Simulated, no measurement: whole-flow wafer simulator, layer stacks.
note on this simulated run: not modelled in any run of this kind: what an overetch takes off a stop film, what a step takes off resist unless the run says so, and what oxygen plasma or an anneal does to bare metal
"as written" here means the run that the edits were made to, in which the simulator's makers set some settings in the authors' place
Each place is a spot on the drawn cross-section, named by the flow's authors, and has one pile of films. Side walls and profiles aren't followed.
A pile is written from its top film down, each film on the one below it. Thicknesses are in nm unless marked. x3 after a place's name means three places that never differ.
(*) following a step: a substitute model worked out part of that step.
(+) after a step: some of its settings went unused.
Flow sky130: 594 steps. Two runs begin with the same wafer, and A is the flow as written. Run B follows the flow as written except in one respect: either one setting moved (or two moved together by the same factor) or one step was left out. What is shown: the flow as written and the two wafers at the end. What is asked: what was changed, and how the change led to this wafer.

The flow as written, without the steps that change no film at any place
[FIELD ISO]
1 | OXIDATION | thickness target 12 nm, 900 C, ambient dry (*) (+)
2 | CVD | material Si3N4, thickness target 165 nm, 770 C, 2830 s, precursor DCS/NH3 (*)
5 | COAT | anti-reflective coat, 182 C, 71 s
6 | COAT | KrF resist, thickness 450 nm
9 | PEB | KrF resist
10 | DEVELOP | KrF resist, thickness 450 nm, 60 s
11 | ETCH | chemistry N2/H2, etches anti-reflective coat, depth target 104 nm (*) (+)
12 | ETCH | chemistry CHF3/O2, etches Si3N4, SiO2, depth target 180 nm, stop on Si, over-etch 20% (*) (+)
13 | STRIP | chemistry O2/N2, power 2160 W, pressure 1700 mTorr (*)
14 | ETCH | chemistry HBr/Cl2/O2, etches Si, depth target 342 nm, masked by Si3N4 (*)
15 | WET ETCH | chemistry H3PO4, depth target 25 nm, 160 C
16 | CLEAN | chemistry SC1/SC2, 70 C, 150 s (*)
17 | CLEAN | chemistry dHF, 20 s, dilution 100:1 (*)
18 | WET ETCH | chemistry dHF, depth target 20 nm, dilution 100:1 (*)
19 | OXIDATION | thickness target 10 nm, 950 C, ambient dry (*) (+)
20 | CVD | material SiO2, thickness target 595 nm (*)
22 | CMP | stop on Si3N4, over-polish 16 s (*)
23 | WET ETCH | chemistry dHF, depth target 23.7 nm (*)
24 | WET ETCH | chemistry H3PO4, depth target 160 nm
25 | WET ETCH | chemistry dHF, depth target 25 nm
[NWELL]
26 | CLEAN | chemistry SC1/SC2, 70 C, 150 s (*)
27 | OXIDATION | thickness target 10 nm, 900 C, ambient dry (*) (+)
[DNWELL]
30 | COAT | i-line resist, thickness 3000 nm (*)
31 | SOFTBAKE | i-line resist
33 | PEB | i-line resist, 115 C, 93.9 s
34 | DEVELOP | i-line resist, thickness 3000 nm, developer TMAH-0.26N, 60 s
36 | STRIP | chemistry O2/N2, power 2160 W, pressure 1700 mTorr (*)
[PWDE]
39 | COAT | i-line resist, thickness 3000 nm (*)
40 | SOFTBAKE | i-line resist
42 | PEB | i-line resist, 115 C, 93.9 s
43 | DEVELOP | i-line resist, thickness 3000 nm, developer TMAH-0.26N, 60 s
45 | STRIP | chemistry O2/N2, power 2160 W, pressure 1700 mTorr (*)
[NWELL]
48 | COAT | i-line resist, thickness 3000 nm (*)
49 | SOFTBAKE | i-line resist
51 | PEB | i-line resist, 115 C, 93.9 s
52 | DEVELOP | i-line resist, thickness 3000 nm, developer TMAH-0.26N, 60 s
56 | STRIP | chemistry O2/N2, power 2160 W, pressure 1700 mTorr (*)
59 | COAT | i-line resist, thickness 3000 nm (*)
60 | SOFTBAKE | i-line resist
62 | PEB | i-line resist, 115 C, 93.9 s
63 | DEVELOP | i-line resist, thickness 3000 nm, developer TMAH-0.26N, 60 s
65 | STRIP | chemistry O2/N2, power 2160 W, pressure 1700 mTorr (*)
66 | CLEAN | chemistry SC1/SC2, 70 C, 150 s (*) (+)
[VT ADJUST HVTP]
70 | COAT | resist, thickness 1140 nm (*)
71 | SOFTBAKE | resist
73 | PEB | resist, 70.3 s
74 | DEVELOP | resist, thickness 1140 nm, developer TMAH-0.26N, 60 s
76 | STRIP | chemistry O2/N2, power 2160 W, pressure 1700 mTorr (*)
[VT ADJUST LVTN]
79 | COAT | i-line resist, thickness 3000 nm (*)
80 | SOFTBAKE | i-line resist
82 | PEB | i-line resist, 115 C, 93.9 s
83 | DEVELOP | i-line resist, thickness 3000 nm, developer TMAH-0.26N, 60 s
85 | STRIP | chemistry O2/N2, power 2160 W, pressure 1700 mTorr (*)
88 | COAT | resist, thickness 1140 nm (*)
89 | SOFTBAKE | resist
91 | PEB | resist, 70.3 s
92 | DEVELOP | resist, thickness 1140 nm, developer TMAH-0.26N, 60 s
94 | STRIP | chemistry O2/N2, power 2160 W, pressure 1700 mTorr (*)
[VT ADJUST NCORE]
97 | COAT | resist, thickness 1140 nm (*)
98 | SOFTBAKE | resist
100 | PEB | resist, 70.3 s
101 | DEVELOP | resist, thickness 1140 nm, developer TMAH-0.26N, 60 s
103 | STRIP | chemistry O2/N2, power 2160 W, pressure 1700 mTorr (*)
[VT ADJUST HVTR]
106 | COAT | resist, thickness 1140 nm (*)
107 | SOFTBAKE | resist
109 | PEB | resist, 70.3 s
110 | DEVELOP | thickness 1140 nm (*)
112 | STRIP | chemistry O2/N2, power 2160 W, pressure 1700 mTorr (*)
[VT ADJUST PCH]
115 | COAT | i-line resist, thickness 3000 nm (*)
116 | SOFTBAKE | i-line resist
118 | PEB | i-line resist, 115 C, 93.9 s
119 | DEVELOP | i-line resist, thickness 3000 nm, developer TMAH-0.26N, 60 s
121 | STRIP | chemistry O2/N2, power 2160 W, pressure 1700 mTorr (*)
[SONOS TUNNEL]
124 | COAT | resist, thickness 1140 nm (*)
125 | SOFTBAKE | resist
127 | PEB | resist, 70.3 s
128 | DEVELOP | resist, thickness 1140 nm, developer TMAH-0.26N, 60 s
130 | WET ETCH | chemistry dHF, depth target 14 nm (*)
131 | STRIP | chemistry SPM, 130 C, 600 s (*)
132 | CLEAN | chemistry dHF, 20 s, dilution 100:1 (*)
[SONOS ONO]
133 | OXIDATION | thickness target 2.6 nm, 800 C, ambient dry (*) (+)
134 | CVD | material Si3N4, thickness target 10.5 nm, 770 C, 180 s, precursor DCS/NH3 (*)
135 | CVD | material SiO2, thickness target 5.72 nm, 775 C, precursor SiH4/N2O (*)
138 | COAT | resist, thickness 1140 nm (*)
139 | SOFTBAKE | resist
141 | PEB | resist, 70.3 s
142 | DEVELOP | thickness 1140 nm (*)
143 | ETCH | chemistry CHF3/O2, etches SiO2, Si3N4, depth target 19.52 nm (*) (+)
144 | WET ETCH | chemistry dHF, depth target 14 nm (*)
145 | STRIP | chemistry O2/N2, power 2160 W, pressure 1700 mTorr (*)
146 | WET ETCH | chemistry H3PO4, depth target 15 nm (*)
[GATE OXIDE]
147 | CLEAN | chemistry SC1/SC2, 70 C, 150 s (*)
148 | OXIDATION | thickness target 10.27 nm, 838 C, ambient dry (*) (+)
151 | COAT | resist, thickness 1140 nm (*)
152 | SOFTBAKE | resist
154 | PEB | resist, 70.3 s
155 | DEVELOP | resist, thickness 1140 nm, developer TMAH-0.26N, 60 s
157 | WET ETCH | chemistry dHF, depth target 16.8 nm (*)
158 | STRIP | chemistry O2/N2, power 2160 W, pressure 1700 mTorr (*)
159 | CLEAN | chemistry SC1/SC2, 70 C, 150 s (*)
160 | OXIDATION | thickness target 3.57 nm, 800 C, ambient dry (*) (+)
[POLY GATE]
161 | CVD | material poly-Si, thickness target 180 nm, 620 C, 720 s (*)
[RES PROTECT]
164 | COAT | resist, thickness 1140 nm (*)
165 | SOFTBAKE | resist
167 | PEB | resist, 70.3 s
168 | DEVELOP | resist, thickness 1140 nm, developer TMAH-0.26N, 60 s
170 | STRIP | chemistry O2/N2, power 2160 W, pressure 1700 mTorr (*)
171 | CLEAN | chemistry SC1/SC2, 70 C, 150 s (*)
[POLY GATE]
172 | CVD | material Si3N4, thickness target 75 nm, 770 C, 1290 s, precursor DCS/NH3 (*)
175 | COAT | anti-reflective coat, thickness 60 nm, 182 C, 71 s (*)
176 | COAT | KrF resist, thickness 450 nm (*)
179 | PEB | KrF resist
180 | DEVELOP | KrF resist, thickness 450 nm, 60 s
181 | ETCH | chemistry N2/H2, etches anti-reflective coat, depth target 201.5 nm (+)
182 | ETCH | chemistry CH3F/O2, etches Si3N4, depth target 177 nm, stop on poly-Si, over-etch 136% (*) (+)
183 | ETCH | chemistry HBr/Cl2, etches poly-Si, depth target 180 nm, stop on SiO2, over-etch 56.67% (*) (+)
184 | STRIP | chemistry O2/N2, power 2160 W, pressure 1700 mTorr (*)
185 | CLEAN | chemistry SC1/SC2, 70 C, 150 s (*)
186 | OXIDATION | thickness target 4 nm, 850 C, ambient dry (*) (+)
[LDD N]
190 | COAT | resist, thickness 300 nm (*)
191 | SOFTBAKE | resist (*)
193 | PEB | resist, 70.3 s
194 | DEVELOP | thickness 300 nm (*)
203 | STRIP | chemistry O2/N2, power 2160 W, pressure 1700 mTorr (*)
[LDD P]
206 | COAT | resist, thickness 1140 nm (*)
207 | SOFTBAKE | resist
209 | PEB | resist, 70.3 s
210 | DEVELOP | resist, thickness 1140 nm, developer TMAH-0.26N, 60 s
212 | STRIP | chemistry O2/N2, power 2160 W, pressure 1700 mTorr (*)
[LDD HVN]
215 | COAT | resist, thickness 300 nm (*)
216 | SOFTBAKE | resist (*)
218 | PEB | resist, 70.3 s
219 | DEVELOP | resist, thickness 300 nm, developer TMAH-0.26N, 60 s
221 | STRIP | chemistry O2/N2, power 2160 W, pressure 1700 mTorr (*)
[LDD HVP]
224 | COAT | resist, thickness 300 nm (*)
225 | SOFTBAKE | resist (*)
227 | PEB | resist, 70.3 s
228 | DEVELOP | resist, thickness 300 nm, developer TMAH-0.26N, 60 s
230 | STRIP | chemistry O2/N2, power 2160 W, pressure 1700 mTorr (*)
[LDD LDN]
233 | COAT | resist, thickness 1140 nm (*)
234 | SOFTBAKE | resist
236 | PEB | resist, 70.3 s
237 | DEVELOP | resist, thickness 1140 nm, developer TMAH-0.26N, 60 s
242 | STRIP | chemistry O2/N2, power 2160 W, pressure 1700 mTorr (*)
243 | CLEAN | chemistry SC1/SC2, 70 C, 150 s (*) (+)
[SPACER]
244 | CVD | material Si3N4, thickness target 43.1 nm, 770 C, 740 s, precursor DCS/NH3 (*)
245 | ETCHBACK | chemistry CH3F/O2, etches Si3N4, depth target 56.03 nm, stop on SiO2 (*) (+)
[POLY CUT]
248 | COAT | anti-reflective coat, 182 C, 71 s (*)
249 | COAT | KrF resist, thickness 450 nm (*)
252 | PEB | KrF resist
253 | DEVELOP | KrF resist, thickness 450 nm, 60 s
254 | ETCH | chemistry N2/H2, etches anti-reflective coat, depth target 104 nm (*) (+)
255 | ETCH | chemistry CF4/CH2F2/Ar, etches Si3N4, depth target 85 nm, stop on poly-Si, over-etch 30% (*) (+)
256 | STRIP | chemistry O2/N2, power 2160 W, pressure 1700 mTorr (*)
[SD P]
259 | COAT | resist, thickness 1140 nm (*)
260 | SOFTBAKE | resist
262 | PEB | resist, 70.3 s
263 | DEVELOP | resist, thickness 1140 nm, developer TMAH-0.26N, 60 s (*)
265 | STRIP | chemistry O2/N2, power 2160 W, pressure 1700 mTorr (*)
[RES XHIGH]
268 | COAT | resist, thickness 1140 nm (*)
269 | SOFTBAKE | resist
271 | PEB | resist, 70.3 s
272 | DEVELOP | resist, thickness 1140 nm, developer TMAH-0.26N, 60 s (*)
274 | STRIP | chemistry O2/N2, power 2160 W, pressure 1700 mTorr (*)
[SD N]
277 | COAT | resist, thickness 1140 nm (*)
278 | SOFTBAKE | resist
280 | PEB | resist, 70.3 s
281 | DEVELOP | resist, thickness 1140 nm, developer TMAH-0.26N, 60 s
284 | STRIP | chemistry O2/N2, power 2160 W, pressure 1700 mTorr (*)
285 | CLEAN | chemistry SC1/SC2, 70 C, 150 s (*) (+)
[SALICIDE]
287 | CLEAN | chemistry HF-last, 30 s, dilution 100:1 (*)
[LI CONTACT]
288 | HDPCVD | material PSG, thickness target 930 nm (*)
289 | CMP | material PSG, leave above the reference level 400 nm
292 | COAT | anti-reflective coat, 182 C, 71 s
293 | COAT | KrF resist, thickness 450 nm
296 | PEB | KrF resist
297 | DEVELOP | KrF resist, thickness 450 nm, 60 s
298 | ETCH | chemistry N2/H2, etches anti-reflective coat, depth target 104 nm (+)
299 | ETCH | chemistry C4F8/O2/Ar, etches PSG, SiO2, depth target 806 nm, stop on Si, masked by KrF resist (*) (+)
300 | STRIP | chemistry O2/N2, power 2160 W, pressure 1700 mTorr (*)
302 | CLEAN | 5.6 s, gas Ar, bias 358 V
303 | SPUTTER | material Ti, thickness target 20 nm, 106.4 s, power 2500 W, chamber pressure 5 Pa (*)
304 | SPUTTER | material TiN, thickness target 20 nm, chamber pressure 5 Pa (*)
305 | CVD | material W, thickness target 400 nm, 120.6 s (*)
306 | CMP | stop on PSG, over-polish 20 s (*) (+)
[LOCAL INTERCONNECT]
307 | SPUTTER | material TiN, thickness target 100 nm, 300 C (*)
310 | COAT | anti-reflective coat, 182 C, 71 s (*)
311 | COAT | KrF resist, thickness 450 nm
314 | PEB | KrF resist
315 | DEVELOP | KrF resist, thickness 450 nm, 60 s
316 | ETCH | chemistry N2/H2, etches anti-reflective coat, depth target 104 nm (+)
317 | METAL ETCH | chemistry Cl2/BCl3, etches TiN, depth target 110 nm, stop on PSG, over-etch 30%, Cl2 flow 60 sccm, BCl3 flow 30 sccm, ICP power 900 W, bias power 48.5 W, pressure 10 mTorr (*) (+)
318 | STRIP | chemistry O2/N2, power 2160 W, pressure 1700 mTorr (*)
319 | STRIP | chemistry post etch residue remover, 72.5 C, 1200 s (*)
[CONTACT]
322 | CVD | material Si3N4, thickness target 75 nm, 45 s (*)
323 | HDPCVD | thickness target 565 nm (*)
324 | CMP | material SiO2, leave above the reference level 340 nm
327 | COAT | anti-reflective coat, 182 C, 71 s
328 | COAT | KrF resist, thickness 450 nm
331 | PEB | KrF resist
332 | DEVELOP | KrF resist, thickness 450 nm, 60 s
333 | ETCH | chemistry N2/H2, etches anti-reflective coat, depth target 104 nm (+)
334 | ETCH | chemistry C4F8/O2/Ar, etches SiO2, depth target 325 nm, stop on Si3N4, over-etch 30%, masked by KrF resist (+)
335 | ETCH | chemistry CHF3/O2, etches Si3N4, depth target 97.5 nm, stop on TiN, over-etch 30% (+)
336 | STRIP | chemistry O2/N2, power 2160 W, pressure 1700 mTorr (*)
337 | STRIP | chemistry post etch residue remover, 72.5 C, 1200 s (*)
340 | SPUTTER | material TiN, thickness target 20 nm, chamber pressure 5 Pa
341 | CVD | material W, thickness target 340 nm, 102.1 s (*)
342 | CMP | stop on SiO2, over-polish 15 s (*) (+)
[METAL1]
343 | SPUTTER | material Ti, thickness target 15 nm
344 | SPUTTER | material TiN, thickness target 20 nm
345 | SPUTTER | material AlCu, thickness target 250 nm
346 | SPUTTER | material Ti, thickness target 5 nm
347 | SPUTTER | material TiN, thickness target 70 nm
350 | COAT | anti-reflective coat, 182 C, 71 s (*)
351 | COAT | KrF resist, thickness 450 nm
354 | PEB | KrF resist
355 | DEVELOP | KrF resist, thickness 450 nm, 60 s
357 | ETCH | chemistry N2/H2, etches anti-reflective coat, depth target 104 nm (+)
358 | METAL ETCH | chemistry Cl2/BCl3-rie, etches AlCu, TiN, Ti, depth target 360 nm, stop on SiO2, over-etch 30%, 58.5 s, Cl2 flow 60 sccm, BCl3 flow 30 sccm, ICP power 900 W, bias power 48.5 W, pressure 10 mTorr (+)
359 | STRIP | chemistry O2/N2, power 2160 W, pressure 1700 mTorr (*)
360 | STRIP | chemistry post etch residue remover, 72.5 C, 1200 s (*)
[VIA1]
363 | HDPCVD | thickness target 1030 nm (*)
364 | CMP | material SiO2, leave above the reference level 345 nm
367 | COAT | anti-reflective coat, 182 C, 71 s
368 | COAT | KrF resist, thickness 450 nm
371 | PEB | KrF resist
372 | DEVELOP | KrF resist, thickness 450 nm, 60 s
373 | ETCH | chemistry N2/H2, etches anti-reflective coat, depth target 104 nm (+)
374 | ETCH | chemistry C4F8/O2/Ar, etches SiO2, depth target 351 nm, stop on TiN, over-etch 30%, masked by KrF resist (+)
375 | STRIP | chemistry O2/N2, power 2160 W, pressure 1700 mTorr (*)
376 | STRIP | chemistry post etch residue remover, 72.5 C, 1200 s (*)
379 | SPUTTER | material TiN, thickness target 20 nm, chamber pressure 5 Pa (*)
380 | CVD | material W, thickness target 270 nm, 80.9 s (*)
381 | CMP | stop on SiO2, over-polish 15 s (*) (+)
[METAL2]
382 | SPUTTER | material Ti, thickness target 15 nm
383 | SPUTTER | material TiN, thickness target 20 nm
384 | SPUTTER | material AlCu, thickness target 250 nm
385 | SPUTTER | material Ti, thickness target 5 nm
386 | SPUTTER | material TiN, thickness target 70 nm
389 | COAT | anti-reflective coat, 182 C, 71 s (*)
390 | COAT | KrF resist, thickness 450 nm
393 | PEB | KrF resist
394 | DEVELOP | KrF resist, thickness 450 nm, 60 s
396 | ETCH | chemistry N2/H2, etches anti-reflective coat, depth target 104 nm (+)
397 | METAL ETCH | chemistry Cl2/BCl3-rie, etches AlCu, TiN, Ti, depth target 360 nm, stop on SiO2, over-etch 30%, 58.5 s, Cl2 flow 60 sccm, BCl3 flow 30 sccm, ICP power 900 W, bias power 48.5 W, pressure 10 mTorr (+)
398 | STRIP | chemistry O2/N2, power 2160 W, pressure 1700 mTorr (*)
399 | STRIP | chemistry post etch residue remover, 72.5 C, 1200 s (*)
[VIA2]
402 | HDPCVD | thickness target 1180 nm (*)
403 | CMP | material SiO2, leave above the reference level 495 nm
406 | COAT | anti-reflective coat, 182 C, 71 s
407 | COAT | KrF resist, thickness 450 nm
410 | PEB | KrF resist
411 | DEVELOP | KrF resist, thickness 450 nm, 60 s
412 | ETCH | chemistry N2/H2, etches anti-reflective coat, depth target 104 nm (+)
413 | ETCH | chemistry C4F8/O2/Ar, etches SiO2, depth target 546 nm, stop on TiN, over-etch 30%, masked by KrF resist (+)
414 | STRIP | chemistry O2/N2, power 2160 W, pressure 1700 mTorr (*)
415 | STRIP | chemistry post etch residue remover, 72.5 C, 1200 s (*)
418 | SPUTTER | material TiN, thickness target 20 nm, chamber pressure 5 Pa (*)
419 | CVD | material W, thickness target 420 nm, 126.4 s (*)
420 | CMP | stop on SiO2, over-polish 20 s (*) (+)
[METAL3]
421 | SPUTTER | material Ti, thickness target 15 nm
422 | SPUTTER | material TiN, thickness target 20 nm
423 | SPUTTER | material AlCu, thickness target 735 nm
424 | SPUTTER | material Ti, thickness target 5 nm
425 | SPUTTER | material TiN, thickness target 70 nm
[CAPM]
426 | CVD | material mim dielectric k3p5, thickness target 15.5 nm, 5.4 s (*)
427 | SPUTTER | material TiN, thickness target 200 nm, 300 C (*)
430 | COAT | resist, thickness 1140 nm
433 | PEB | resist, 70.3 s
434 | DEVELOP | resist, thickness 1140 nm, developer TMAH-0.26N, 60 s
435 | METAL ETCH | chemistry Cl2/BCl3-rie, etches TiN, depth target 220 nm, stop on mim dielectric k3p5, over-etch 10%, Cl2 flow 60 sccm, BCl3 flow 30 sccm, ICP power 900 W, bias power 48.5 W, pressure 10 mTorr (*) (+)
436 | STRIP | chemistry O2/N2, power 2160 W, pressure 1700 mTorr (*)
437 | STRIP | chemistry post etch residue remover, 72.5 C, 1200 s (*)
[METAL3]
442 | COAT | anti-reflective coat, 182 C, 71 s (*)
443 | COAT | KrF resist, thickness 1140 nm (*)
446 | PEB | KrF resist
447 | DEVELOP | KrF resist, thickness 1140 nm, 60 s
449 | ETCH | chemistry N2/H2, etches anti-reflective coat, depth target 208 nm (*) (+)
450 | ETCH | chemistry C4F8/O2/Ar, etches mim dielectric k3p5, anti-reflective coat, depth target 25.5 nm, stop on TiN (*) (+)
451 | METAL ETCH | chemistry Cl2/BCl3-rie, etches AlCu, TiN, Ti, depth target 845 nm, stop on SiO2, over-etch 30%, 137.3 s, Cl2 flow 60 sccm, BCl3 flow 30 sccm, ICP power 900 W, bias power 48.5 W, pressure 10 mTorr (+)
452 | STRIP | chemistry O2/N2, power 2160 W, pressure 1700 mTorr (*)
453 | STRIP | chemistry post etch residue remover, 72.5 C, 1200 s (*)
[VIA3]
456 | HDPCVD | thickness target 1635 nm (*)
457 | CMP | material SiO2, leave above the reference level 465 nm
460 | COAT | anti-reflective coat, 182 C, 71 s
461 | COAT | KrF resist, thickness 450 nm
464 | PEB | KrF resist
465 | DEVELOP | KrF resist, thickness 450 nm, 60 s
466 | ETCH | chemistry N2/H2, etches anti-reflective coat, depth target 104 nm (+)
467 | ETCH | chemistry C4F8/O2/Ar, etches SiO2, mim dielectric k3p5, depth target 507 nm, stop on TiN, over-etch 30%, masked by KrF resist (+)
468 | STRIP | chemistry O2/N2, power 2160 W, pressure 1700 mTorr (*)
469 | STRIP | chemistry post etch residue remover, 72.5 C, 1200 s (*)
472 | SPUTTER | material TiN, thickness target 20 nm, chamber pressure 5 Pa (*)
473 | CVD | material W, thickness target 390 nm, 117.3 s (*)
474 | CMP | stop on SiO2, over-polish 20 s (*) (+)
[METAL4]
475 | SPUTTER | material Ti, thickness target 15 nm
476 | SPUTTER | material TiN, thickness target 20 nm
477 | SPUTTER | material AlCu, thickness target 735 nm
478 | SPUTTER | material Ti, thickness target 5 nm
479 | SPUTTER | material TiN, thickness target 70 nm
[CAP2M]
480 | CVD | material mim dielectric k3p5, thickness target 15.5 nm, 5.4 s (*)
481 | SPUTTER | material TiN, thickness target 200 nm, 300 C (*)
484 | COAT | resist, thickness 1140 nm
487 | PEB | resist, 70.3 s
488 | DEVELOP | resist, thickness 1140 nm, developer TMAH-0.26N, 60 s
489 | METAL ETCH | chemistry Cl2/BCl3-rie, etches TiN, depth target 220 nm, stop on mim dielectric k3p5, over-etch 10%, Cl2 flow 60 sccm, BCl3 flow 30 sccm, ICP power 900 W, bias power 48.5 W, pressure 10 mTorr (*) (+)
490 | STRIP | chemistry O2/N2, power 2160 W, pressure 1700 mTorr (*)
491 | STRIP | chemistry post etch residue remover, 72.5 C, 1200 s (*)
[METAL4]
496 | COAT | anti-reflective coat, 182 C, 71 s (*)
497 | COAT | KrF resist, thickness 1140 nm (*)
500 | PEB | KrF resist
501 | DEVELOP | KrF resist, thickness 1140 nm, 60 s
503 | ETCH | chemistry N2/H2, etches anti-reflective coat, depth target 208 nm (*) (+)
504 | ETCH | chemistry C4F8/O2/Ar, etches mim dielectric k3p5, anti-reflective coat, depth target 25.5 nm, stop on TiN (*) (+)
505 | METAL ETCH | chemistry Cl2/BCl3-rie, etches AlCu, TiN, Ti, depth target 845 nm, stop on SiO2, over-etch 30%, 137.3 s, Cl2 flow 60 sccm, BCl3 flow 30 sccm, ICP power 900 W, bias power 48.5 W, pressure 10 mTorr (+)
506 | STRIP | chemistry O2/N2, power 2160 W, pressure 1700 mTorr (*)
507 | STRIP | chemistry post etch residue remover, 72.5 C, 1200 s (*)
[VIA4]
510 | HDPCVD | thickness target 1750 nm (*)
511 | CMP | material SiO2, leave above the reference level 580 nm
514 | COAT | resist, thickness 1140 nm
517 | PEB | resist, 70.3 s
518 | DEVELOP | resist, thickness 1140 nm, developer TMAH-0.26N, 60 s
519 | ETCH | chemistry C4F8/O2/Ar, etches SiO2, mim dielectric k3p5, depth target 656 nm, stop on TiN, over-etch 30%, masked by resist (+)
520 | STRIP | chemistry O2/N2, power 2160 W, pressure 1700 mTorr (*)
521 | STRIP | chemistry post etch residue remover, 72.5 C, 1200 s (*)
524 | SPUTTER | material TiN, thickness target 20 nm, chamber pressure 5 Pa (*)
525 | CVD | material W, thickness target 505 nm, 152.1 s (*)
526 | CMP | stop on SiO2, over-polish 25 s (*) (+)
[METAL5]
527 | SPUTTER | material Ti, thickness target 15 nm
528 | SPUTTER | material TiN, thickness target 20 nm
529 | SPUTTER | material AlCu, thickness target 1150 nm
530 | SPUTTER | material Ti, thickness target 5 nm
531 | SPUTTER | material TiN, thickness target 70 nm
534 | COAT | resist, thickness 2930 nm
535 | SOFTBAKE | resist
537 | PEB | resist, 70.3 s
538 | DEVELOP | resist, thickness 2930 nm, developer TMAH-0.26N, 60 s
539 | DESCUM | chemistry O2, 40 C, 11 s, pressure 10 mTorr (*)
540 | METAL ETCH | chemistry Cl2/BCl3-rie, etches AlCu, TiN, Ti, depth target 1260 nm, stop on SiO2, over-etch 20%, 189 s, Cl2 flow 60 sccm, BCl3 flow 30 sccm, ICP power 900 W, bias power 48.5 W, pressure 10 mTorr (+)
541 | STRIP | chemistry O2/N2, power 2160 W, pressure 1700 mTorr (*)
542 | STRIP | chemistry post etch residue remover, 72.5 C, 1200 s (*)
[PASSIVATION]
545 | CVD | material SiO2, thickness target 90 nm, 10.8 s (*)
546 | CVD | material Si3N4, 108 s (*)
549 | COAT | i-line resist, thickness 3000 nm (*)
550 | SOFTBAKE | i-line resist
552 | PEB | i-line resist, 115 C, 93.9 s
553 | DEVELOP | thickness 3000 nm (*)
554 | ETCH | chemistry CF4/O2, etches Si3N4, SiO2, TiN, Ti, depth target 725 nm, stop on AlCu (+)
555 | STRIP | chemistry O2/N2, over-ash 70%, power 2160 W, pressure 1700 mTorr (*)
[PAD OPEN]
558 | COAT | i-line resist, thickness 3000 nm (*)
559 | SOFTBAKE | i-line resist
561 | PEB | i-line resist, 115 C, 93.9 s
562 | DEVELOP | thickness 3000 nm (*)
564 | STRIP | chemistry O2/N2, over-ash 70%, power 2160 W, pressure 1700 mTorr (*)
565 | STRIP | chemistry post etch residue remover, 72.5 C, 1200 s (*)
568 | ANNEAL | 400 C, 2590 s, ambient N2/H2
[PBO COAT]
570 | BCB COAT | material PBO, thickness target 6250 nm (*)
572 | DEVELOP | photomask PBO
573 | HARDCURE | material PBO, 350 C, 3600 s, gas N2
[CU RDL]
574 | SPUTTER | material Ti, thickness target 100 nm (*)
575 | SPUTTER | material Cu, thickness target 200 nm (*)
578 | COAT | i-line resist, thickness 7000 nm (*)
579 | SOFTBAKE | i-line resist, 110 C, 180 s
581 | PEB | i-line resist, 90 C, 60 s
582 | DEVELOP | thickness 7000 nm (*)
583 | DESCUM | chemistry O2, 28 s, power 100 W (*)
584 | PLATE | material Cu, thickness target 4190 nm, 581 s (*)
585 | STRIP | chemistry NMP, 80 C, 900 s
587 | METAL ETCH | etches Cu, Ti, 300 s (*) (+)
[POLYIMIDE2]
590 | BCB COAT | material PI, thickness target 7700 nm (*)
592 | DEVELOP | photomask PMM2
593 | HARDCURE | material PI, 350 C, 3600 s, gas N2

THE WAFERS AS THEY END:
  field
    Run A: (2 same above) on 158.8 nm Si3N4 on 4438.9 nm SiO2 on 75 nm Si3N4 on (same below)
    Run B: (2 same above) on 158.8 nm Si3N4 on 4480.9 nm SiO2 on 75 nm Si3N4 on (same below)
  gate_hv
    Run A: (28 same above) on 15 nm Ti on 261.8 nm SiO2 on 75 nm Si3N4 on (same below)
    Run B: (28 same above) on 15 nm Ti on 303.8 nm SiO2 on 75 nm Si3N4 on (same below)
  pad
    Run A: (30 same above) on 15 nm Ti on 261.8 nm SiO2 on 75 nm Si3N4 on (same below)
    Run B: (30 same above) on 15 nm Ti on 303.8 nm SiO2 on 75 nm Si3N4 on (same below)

The reason: step 324, CMP: leave above the reference level 382 nm was run, though the flow has leave above the reference level 340 nm.

How this came from the change, step by step:
  324 | CMP | material SiO2, leave above the reference level 340 nm
      n_well, p_well, gate_hv and 93 more: A -300 SiO2 | B -258 SiO2
      field, active, gate and 88 more: A -200.4 SiO2 | B -158.4 SiO2
      (also at 4 further places)
  334 | ETCH | chemistry C4F8/O2/Ar, etches SiO2, depth target 325 nm, stop on Si3N4, over-etch 30%, masked by KrF resist (+)
      poly_licon, ndiff_licon, ndiff_licon_cpp, rpo_hd_licon: A -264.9 SiO2 (all of it) | B -306.9 SiO2 (all of it)
  340 | SPUTTER | material TiN, thickness target 20 nm, chamber pressure 5 Pa
      ndiff_licon_cpp, rpo_hd_licon: A +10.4 TiN | B +9.78 TiN
      ndiff_licon: A +10.4 TiN | B +9.76 TiN
  341 | CVD | material W, thickness target 340 nm, 102.1 s (*)
      ndiff_licon, ndiff_licon_cpp, rpo_hd_licon: A +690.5 W (new film) | B +733.2 W (new film)
  342 | CMP | stop on SiO2, over-polish 15 s (*) (+)
      poly_licon: A -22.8 W | B nothing
  350 | COAT | anti-reflective coat, 182 C, 71 s (*)
      poly_licon: A +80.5 anti-reflective coat (new film) | B +99.7 anti-reflective coat (new film)
  359 | STRIP | chemistry O2/N2, power 2160 W, pressure 1700 mTorr (*)
      poly_licon: A -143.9 KrF resist (all of it), -80.5 anti-reflective coat (all of it) | B -143.9 KrF resist (all of it), -99.7 anti-reflective coat (all of it)
  364 | CMP | material SiO2, leave above the reference level 345 nm
      poly_licon: A -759 SiO2 | B -739.8 SiO2
